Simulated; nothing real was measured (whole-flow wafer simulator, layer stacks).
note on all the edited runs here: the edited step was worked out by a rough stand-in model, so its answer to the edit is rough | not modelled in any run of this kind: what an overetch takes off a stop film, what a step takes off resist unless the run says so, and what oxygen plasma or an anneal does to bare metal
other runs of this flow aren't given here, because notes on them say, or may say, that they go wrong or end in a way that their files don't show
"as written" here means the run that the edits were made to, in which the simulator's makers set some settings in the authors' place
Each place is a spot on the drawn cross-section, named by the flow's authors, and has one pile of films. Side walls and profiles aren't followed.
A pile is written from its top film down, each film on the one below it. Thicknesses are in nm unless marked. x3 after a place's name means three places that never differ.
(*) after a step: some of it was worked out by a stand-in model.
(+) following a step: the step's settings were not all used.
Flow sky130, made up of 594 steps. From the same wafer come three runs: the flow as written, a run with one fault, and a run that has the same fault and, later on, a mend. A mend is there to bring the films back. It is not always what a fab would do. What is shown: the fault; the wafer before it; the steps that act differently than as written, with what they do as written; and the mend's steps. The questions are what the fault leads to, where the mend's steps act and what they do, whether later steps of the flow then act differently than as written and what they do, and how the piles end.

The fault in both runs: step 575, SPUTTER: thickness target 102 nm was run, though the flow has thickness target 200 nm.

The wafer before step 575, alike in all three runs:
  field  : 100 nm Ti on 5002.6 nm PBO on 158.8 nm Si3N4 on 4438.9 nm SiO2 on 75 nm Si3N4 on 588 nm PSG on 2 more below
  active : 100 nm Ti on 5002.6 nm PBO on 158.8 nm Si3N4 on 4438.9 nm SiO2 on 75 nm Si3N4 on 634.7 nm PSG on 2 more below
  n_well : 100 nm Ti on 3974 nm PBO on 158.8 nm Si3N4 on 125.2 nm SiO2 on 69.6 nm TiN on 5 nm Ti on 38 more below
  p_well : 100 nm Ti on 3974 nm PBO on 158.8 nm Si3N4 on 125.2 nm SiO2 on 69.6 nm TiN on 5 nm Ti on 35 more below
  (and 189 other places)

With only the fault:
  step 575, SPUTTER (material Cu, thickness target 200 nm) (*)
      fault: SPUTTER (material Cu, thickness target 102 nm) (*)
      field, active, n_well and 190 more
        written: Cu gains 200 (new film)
        fault: Cu gains 102 (new film)
  Later steps of the flow acting differently than as written (6 more steps, not shown, differ only slightly: by at most 2% or 0.5 nm, whichever is larger):
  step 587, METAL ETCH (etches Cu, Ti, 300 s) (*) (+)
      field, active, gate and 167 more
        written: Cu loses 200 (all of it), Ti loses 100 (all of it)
        fault: Cu loses 102 (all of it), Ti loses 100 (all of it)
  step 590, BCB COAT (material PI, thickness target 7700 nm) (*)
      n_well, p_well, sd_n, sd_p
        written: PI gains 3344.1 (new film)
        fault: PI gains 3442.1 (new film)
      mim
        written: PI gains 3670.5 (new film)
        fault: PI gains 3764.1 (new film)
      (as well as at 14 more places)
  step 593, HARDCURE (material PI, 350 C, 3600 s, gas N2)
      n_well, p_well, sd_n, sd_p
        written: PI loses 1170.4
        fault: PI loses 1204.7
  By the end, the piles at n_well, p_well, sd_n and 20 more depart from the flow's by more than 2% or 0.5 nm, whichever is larger.
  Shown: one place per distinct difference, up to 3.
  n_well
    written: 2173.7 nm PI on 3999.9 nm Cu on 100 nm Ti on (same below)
    fault: 2237.4 nm PI on 3901.9 nm Cu on 100 nm Ti on (same below)
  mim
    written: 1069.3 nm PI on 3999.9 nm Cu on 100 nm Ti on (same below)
    fault: 1161 nm PI on 3901.9 nm Cu on 100 nm Ti on (same below)
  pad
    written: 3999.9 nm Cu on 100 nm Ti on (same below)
    fault: 3901.9 nm Cu on 100 nm Ti on (same below)

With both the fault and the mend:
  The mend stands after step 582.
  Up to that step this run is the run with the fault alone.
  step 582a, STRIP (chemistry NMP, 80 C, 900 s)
      wcut_nhv, wcut_phv, wcut_fox_pw and 23 more
        i-line resist loses 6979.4 (all of it)
      mim_edge_plate_strap, mim_edge_plate, mim_edge_gap, mim_edge_gap_sheet, vpp_l1ln, dnw_fox
        i-line resist loses 6980.8 (all of it)
      gate_len, gate_lvt_sd_len, gate_p_sd_len, gate_p_hvt_sd_len, gate_p_lvt_sd_len, gate_len_250
        i-line resist loses 6982 (all of it)
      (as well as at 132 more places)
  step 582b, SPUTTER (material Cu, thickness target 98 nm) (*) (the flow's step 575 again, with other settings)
      field, active, n_well and 190 more
        Cu gains 98
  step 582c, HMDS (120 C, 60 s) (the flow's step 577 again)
      does not change any film at any place that is followed
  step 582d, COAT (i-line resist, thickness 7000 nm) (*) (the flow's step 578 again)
      dice_street, wcut_nhv, wcut_phv and 18 more
        i-line resist gains 7000 (new film)
      poly_ln, iso_pw_fox, gate_lvt_sd, active_lvt, spacer_lvt, sonos_sd, sonos_cell_x, sonos_guard_x
        i-line resist gains 7003.2 (new film)
      vpp_iso2, mim_edge_plate_strap, mim_edge_plate, mim_edge_gap, mim_edge_gap_sheet, gate_hv_nvt, de16_nw_sti
        i-line resist gains 7001.4 (new film)
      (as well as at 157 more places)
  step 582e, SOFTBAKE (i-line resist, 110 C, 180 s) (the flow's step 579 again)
      de16_gate_pw, de16_pw_fp, de16_pw_sti, de16_psrc_nw
        i-line resist loses 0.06
      field, active_lvt
        i-line resist gains 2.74
      mim, vcap_hvt
        i-line resist loses 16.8
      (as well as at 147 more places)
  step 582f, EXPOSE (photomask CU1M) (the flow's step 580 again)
      does not change any film at any place that is followed
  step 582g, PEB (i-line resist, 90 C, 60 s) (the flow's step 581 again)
      field, active, n_well and 134 more
        i-line resist loses 0.07
      pad
        i-line resist loses 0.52
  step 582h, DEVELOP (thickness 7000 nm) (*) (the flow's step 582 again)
      field, active, gate and 167 more
        i-line resist loses 20.6
      n_well, p_well, sd_n, sd_p
        i-line resist loses 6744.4 (all of it)
      dep_nw_sti, dep_ntap_nw, de16_nw_sti
        i-line resist loses 7000.7 (all of it)
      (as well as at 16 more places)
  Later steps of the flow that are run all act as written at every place that is followed.
  The piles end the same as the flow's at every place that both follow.
